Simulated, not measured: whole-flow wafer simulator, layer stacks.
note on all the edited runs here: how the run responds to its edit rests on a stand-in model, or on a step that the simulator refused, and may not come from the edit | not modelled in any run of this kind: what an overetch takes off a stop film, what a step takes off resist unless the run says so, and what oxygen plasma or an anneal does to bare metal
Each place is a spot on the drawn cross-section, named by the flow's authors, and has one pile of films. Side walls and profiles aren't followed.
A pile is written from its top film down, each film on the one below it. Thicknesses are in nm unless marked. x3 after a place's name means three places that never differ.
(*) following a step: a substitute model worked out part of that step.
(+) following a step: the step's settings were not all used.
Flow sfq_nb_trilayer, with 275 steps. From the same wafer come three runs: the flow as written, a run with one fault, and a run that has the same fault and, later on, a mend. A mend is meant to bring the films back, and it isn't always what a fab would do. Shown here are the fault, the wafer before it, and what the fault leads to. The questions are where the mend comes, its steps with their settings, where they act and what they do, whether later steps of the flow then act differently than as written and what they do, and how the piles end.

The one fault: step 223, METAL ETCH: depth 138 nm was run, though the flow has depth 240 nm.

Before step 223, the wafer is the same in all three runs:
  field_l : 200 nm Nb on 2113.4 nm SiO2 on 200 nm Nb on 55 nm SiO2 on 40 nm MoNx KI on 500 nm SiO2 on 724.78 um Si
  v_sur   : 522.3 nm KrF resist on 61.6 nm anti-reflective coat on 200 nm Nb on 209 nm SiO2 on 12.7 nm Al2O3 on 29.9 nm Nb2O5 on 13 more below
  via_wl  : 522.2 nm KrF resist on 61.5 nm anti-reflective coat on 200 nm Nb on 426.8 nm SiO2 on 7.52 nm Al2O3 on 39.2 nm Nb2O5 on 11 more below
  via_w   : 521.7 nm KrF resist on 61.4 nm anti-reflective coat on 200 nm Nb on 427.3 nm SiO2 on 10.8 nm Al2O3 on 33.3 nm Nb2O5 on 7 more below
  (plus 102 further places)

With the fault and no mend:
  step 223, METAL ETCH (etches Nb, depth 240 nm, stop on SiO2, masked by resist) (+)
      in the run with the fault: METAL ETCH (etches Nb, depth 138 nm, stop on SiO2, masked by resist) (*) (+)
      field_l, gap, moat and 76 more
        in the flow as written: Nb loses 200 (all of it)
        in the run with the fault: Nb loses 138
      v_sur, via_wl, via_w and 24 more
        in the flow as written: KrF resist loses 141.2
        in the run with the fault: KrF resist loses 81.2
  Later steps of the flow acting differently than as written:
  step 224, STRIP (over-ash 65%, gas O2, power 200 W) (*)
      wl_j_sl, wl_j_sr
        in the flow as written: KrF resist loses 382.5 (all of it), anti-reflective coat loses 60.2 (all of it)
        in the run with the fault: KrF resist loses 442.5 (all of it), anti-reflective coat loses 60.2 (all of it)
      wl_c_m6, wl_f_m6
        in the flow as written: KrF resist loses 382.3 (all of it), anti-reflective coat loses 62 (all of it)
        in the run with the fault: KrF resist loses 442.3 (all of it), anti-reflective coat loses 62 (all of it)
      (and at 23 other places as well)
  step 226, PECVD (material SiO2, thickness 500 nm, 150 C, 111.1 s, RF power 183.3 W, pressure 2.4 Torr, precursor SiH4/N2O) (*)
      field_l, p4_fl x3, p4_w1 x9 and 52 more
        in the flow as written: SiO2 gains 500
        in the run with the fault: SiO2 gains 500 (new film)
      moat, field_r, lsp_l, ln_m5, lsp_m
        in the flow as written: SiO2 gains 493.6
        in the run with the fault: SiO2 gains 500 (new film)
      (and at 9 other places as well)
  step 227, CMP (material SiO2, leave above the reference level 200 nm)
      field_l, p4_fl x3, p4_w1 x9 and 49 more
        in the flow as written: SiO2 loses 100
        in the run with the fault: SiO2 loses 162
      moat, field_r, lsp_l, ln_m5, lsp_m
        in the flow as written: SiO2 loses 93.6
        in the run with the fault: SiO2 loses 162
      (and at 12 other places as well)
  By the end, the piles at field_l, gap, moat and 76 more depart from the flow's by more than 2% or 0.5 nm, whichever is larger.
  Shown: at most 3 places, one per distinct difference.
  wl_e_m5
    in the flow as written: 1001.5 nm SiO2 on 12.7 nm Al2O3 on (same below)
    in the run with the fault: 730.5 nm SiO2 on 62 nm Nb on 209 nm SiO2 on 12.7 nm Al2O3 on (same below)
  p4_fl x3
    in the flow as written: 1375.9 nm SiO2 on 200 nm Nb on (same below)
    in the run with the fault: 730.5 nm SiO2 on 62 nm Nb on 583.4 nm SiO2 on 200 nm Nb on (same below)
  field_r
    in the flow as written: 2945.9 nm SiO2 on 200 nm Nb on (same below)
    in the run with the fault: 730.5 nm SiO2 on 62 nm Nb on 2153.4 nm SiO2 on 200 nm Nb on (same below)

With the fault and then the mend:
  After step 223 comes the mend.
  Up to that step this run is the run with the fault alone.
  step 223a, METAL ETCH (etches Nb, depth 102 nm, stop on SiO2, masked by resist) (+) (the flow's step 223, run once more with other settings)
      field_l, gap, moat and 76 more
        Nb loses 62 (all of it)
      v_sur, via_wl, via_w and 24 more
        KrF resist loses 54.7
  None of the later steps of the flow differs from how it acts as written, at any place that is followed, by more than 2% or 0.5 nm, whichever is larger.
  By the end, the piles equal the flow's at every place that both follow.
